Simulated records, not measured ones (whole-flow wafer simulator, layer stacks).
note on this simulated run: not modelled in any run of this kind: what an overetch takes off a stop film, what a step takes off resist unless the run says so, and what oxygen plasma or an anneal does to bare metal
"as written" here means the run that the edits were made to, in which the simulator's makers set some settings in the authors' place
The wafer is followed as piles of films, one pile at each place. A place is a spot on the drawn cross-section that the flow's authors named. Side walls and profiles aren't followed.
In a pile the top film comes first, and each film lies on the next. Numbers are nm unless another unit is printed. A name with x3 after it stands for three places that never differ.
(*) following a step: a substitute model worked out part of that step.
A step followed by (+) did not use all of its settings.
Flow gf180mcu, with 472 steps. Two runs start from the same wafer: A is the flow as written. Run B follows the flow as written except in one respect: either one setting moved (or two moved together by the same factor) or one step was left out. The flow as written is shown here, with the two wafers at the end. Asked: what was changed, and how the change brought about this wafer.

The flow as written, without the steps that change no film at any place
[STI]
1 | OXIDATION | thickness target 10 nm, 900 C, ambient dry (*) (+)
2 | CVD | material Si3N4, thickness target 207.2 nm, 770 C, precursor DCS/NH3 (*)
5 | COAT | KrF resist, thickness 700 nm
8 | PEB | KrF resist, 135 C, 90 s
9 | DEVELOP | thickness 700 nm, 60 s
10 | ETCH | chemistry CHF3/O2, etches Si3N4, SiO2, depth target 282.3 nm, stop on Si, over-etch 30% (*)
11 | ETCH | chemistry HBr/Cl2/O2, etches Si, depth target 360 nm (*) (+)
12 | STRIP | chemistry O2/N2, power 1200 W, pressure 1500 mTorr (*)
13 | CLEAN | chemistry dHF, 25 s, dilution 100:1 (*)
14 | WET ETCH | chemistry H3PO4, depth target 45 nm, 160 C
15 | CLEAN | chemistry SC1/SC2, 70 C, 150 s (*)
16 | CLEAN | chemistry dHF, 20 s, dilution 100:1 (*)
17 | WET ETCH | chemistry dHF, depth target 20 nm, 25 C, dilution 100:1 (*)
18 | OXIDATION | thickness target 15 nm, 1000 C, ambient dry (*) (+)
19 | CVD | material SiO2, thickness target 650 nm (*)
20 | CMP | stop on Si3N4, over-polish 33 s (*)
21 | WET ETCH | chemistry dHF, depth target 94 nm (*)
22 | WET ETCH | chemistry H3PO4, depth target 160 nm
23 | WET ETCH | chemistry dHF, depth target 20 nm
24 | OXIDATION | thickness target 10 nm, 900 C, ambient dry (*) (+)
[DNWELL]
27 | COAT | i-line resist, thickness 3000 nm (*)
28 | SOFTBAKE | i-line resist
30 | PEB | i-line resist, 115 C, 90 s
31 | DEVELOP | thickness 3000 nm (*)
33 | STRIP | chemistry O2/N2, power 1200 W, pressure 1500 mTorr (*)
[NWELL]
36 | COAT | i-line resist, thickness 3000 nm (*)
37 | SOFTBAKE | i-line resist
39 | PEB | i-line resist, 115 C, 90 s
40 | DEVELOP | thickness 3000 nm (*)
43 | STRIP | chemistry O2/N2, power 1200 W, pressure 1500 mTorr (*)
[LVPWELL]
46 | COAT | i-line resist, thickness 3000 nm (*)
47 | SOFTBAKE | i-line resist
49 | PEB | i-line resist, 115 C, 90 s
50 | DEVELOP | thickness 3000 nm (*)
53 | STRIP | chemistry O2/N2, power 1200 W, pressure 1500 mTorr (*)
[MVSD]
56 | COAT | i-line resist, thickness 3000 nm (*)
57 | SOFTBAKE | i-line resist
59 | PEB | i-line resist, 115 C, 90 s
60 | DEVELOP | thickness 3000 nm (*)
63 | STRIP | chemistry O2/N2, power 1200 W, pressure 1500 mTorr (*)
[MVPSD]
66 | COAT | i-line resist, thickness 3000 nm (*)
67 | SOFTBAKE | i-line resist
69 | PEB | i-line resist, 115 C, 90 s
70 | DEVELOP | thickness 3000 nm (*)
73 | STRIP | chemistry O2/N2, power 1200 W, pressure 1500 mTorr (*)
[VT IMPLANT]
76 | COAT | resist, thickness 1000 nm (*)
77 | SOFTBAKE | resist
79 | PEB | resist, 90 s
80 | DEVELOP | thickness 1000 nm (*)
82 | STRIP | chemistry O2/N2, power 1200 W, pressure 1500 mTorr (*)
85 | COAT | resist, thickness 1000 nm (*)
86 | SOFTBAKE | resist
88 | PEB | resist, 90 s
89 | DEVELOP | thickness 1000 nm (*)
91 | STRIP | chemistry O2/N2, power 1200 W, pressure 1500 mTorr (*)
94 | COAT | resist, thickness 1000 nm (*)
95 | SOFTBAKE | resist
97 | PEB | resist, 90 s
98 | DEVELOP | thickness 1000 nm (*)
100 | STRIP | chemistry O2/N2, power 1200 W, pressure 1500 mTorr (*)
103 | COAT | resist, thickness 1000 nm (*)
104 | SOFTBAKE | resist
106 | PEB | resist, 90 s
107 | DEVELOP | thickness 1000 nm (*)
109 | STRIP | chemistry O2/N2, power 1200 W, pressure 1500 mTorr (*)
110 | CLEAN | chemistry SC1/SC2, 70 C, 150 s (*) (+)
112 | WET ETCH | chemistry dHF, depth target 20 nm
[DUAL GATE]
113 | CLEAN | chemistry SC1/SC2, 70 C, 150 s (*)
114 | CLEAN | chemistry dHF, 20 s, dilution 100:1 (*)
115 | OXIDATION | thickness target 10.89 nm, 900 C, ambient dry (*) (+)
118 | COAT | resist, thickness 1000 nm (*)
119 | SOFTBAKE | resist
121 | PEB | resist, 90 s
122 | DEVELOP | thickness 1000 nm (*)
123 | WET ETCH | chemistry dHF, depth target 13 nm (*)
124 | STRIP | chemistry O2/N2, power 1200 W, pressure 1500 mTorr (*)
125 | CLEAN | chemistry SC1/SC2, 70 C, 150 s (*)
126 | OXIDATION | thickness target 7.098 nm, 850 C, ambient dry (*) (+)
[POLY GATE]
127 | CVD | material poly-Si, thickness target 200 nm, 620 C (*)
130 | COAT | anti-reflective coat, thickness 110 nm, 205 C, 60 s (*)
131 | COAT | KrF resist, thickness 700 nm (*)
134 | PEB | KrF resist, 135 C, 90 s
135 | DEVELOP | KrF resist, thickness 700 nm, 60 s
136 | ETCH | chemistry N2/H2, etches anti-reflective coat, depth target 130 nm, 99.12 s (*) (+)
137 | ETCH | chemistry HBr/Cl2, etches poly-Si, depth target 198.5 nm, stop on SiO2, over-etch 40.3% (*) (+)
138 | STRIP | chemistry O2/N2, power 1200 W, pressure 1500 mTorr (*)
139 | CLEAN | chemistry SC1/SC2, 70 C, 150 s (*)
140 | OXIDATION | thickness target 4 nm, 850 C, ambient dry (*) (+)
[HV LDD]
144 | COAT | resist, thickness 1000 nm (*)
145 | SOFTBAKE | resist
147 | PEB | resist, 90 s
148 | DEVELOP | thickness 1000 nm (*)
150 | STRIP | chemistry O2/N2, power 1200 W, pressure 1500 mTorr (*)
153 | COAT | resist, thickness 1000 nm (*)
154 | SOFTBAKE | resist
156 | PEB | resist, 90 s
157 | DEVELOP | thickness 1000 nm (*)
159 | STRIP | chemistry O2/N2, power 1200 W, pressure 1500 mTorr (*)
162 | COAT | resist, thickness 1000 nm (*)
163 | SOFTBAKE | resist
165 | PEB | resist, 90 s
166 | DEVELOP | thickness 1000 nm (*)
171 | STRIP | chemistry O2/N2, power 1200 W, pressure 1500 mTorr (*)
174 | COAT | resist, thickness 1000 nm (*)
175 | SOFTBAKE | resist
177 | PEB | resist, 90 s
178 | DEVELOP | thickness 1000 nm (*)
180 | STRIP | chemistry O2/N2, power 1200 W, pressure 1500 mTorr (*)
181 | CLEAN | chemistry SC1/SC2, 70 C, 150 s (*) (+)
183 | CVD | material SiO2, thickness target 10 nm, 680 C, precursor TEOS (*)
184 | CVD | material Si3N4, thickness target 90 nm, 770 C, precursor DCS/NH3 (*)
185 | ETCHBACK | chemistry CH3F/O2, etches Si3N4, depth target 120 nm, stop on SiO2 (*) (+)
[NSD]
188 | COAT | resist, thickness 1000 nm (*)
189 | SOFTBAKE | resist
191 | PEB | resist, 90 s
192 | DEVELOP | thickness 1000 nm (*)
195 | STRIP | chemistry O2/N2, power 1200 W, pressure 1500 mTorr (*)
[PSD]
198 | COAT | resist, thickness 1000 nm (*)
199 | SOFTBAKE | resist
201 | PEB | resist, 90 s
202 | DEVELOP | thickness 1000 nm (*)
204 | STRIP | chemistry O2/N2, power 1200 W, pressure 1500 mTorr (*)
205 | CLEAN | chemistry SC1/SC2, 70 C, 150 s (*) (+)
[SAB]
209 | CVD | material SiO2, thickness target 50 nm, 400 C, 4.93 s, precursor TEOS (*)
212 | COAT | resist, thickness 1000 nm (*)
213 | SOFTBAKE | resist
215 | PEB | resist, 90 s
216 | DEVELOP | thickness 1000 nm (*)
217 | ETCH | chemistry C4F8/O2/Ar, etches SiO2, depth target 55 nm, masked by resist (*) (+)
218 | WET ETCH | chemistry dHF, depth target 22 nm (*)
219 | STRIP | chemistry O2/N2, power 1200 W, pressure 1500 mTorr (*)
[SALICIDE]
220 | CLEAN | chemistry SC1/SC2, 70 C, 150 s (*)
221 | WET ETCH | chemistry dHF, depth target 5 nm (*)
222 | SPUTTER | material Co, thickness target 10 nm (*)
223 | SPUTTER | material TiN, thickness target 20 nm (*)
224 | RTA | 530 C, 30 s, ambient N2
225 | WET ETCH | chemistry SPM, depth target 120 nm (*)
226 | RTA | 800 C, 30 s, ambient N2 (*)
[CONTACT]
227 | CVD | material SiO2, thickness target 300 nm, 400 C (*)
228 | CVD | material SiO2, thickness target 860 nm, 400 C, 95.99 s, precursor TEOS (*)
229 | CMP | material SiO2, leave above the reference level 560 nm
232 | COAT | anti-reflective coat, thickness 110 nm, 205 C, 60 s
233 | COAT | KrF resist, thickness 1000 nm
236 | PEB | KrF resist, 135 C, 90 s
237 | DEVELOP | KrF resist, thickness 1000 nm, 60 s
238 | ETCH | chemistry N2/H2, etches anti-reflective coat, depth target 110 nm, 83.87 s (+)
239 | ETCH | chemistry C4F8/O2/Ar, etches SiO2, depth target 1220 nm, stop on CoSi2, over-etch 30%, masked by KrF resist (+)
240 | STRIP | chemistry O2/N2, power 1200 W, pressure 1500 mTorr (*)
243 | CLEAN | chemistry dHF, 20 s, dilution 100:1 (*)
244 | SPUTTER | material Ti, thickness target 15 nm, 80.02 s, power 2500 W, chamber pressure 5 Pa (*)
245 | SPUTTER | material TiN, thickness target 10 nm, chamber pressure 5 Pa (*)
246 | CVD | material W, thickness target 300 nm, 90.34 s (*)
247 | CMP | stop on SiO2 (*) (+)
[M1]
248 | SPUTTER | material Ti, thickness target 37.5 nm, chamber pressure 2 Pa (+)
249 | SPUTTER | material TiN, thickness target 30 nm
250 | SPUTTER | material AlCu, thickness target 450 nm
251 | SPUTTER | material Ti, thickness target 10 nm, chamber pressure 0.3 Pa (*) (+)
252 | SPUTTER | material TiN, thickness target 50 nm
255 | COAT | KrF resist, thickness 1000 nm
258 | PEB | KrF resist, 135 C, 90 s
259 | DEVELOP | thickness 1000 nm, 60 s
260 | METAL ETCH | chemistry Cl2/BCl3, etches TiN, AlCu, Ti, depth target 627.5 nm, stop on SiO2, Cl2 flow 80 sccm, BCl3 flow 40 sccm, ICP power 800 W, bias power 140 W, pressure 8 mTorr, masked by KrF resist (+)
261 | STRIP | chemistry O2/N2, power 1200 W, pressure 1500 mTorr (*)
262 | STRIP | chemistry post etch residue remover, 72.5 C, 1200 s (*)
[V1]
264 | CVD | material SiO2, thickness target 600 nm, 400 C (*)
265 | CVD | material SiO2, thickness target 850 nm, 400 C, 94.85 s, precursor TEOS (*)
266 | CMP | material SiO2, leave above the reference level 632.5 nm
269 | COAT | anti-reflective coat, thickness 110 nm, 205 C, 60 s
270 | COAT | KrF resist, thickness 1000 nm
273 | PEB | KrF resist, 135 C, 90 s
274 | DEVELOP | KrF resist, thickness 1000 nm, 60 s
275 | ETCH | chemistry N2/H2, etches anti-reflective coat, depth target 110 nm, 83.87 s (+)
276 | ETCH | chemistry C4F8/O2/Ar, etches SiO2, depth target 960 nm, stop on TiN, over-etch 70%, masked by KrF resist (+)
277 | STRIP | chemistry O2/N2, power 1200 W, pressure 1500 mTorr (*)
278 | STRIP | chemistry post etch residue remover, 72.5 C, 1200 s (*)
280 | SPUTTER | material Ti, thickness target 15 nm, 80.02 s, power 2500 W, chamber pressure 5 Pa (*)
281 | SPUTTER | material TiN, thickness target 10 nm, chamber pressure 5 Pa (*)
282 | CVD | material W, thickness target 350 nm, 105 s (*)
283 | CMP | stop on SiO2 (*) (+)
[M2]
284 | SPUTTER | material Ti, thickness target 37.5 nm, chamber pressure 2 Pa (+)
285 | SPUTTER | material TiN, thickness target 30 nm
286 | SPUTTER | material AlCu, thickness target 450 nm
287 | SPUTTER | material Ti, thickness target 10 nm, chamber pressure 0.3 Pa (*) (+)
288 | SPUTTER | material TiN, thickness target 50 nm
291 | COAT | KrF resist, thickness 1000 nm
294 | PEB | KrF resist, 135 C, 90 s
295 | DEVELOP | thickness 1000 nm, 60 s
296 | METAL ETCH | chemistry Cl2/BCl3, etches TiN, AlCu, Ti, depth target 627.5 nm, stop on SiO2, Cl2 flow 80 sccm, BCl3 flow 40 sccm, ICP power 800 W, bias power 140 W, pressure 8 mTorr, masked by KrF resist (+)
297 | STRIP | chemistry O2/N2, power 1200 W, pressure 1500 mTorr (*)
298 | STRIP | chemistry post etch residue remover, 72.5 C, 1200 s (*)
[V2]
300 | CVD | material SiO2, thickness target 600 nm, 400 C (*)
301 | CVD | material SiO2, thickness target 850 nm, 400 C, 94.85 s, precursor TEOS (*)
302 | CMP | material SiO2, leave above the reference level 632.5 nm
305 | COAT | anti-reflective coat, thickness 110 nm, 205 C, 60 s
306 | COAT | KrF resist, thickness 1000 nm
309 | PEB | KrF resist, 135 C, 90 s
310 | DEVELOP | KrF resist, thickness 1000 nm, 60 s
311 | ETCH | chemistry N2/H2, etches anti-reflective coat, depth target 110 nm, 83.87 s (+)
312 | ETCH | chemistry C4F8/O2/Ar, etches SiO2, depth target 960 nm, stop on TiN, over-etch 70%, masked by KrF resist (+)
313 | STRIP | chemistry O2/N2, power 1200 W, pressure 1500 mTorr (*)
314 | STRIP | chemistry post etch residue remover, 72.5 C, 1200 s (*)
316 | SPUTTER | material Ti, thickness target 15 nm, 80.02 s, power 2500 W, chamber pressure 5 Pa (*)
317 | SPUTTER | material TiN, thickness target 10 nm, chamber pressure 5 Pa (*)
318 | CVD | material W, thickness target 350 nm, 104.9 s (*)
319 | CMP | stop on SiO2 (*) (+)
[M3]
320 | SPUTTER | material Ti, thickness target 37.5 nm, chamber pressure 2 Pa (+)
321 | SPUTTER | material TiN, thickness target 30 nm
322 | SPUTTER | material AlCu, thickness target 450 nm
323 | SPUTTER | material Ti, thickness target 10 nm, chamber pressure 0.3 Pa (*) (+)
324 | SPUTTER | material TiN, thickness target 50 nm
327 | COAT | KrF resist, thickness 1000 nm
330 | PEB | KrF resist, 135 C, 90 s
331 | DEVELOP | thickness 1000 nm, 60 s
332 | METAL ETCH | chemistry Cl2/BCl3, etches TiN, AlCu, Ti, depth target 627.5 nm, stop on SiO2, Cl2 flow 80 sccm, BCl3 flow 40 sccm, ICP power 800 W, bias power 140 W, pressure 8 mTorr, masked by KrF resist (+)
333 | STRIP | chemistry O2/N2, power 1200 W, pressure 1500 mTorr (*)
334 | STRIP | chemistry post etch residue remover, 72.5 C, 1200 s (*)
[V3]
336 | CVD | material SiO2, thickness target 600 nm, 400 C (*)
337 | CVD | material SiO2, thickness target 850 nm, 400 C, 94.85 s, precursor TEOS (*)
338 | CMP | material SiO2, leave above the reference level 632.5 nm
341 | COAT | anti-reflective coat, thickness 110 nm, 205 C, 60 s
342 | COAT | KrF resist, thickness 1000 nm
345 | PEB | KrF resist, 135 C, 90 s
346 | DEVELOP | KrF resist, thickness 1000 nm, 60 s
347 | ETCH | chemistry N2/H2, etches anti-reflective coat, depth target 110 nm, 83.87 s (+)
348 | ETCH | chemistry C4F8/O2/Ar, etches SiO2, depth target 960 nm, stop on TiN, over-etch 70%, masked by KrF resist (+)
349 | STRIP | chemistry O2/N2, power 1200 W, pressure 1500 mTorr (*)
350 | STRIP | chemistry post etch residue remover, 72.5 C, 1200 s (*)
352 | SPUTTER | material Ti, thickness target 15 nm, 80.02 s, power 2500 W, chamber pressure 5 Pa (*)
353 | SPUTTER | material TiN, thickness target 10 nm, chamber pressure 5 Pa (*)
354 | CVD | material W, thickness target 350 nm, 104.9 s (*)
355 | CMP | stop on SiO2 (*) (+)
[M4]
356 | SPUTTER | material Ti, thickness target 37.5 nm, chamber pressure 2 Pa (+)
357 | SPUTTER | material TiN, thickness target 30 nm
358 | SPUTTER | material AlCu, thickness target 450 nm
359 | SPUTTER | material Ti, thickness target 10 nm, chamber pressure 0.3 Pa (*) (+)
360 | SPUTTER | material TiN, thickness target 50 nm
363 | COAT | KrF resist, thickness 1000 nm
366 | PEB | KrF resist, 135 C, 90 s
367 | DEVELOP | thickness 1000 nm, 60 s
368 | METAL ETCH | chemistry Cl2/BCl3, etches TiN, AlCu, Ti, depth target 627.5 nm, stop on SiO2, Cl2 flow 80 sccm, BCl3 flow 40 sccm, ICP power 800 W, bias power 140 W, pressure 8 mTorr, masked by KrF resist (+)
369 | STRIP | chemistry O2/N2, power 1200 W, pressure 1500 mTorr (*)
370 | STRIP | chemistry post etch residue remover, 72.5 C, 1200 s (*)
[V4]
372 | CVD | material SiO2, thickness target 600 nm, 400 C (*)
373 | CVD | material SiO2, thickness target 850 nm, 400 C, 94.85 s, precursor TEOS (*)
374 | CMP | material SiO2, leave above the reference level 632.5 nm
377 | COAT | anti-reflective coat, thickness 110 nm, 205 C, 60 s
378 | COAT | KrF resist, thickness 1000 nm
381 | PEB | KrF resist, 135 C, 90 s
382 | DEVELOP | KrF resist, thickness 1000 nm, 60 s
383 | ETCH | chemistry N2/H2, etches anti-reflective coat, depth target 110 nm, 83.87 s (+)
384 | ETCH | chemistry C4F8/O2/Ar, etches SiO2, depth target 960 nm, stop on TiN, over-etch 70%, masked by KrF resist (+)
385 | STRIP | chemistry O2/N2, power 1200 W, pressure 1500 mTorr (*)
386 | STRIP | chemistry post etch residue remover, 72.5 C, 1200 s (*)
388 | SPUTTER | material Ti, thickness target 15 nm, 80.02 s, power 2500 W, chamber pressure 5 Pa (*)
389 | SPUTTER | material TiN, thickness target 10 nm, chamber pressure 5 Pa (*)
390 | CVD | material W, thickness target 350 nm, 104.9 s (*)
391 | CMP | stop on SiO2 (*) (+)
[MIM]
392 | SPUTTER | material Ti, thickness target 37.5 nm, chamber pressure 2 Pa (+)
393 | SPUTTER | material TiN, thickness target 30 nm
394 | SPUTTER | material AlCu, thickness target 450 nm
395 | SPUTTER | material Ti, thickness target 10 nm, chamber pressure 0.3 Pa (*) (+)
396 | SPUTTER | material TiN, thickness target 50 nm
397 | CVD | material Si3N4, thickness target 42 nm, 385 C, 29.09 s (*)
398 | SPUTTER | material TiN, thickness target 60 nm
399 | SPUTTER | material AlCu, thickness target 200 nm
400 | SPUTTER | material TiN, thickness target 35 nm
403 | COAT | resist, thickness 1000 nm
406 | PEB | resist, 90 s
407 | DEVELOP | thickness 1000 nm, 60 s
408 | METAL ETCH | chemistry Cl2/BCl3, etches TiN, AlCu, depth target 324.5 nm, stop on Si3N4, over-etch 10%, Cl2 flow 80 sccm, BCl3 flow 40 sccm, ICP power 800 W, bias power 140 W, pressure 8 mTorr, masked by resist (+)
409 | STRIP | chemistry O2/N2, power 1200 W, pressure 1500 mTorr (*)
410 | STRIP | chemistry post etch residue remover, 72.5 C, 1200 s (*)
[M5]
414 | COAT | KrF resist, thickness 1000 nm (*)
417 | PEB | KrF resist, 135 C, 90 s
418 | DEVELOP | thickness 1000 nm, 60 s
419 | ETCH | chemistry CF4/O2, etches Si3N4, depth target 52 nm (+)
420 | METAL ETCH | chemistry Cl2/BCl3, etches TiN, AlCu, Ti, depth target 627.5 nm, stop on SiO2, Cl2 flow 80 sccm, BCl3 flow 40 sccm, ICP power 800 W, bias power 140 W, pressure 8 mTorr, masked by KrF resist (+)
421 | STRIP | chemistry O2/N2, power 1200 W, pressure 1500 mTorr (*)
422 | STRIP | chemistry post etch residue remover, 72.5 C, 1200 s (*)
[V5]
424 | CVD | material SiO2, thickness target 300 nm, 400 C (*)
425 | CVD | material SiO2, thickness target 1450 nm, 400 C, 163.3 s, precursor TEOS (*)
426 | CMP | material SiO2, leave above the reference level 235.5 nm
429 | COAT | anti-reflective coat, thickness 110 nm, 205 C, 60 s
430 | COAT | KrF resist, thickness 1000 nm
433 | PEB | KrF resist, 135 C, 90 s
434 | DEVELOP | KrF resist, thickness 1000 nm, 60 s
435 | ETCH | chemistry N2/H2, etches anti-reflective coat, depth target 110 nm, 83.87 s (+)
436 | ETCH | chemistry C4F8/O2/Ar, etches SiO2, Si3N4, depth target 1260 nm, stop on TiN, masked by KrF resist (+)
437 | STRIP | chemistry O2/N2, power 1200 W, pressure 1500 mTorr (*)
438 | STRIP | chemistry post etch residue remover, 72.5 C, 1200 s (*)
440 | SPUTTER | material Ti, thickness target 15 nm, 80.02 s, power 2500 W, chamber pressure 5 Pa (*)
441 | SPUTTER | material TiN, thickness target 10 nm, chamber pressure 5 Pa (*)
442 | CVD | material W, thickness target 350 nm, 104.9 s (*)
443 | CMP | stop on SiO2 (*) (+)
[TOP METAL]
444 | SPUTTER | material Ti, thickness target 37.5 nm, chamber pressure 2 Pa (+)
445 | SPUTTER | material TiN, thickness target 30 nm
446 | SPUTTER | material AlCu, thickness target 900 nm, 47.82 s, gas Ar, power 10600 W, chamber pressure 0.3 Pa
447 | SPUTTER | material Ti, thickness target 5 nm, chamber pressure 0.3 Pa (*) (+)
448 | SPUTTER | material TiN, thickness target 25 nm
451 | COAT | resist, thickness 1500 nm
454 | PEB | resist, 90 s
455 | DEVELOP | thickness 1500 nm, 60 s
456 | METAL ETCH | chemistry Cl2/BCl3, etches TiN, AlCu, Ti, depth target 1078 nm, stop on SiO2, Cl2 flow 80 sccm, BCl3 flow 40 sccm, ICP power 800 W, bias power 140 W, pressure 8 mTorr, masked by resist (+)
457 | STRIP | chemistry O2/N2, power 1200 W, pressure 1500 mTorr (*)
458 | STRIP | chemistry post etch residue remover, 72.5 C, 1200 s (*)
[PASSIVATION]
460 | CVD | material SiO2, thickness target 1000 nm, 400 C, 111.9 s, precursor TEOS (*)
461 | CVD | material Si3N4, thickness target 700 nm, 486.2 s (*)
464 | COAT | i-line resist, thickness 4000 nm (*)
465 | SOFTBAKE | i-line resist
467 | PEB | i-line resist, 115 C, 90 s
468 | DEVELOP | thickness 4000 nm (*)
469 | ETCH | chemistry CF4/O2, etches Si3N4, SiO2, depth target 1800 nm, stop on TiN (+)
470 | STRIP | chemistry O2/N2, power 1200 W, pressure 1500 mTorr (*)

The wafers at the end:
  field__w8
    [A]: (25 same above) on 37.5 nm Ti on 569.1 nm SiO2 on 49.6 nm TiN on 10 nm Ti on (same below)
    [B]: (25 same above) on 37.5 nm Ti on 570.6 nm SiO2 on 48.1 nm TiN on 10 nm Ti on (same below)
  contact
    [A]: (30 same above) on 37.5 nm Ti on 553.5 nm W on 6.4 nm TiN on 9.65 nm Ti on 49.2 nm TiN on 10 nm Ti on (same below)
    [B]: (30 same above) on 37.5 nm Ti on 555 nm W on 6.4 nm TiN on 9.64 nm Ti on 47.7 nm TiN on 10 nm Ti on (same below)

Cause: step 288, SPUTTER: thickness target 48.5 nm was run, while the flow as written has thickness target 50 nm.

The path from the change to this, step by step:
  288 | SPUTTER | material TiN, thickness target 50 nm
      field, field__w1, field__w2 and 108 more: A TiN gains 50 (new film) | B TiN gains 48.5 (new film)
  296 | METAL ETCH | chemistry Cl2/BCl3, etches TiN, AlCu, Ti, depth target 627.5 nm, stop on SiO2, Cl2 flow 80 sccm, BCl3 flow 40 sccm, ICP power 800 W, bias power 140 W, pressure 8 mTorr, masked by KrF resist (+)
      field, field__w1, field__w2 and 103 more: A TiN loses 50 (all of it), Ti loses 10 (all of it), AlCu loses 450 (all of it), TiN loses 30 (all of it), Ti loses 37.5 (all of it) | B TiN loses 48.5 (all of it), Ti loses 10 (all of it), AlCu loses 450 (all of it), TiN loses 30 (all of it), Ti loses 37.5 (all of it)
